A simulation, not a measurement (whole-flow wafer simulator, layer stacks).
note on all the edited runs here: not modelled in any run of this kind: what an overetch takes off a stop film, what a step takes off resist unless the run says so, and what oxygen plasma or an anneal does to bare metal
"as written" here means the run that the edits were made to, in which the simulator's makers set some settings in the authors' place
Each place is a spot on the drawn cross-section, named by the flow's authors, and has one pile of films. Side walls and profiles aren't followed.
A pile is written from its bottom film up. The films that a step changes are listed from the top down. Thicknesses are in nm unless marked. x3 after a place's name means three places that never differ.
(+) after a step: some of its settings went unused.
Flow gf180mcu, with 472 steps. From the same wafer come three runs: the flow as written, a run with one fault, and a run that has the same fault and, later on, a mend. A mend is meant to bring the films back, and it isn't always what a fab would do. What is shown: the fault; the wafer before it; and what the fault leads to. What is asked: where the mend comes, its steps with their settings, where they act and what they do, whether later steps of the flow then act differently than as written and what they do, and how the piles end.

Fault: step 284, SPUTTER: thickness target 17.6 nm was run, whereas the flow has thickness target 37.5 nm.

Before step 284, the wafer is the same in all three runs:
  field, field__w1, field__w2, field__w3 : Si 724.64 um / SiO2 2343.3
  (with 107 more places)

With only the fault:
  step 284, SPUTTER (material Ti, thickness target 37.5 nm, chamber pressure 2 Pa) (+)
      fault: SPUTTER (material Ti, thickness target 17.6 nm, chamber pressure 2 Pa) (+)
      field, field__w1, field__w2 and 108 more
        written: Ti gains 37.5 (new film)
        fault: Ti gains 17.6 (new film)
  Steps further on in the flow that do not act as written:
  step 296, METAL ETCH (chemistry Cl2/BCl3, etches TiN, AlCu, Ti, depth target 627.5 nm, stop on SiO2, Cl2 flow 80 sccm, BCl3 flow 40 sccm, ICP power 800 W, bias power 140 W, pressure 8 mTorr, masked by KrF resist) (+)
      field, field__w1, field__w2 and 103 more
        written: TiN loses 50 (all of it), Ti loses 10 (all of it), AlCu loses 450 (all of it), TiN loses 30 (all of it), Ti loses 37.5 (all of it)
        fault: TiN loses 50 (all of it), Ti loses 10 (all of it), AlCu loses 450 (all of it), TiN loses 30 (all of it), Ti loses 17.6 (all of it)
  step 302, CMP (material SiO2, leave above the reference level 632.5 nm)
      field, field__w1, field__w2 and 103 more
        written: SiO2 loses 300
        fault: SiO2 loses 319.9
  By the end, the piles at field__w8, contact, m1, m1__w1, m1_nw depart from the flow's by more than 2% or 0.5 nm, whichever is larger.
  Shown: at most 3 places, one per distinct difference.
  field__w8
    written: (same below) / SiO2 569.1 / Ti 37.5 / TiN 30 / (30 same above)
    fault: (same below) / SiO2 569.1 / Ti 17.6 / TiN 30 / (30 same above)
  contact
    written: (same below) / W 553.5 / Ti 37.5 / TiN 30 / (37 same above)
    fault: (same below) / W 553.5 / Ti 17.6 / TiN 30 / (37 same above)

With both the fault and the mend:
  After step 284 comes the mend.
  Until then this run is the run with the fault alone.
  step 284a, SPUTTER (material Ti, thickness target 19.9 nm, chamber pressure 2 Pa) (+) (the flow's step 284, run once more with other settings)
      field, field__w1, field__w2 and 108 more
        Ti gains 19.9
  Later steps of the flow that are run all act as written at every place that is followed.
  By the end, the piles equal the flow's at every place that both follow.
